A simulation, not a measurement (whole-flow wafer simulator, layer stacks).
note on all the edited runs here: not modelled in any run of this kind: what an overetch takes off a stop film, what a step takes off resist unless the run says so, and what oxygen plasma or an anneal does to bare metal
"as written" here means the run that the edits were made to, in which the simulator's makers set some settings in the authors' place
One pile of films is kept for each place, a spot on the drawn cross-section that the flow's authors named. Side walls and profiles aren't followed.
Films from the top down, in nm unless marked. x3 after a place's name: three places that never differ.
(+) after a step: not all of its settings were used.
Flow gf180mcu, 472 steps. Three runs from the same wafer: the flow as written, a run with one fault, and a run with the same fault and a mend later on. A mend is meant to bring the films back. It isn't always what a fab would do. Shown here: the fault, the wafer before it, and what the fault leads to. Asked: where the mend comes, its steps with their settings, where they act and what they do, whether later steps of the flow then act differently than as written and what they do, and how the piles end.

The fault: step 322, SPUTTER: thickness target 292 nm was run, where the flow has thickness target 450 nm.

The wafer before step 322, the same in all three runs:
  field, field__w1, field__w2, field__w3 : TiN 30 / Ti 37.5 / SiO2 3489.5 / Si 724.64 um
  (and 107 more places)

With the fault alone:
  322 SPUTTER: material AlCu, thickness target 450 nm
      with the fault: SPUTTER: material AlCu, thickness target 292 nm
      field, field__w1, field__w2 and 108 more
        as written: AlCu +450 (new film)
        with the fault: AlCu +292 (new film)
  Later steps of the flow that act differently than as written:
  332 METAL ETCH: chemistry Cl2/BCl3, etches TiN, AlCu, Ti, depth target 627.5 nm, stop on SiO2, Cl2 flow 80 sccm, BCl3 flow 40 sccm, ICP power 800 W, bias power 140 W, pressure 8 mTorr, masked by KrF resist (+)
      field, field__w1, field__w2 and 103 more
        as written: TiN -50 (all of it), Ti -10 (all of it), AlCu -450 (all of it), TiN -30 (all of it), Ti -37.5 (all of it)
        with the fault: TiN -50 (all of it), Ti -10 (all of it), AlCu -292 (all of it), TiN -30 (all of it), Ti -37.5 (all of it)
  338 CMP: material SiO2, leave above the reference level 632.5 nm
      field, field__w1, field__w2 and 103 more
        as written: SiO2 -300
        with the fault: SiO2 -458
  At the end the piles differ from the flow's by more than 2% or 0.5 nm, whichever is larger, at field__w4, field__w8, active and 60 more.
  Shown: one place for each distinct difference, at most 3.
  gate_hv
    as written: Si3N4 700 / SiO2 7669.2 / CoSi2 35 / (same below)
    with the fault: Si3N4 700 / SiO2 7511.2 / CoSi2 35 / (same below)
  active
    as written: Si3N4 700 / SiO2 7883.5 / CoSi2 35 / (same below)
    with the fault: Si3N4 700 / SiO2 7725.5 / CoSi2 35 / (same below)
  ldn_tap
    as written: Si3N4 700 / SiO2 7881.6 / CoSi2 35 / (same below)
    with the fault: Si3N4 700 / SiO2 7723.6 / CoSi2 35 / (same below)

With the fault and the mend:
  The mend comes after step 322.
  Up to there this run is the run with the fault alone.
  322a SPUTTER: material AlCu, thickness target 158 nm (the flow's step 322 once more, with other settings)
      field, field__w1, field__w2 and 108 more
        AlCu +158
  No later step of the flow acts differently than as written at any place that is followed.
  At the end the piles are the same as the flow's at every place that both follow.
